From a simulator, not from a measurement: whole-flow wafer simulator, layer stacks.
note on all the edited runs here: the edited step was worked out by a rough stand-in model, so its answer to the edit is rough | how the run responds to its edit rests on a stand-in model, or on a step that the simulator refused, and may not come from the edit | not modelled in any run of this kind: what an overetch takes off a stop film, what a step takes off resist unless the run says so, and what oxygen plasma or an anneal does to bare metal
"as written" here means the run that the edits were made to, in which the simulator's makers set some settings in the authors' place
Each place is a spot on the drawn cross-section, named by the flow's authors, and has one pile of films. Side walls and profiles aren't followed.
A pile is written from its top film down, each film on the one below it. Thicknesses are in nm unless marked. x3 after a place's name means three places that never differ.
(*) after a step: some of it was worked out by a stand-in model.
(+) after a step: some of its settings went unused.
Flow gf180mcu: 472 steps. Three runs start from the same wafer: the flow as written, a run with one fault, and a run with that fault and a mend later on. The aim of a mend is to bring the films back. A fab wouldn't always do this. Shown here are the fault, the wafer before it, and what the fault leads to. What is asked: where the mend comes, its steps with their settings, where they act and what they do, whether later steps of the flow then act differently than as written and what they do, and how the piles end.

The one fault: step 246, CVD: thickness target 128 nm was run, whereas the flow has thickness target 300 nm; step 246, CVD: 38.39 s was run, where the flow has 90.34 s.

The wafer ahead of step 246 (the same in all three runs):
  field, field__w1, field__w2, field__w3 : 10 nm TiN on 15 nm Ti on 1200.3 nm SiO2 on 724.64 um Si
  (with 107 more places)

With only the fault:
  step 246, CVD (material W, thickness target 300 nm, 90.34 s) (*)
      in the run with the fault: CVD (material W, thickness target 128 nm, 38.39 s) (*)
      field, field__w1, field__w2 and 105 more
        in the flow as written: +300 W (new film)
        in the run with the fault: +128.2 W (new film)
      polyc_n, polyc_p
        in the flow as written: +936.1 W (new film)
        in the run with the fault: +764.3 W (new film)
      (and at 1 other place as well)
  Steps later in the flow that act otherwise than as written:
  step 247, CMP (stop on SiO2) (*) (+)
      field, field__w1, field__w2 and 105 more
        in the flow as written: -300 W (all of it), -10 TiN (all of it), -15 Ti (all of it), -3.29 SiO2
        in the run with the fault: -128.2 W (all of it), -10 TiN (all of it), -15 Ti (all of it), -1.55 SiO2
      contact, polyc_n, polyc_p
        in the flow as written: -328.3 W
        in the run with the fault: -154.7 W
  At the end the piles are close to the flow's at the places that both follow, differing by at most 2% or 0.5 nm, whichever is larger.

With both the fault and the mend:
  After step 246 comes the mend.
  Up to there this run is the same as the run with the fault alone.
  step 246a, CVD (material W, thickness target 172 nm, 51.79 s) (a further turn of the flow's step 246, with different settings)
      field, field__w1, field__w2 and 108 more
        +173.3 W
  Every later step of the flow that is run acts as written, at every place that is followed, to within 2% or 0.5 nm, whichever is larger.
  At the end the piles are close to the flow's at the places that both follow, differing by at most 2% or 0.5 nm, whichever is larger.
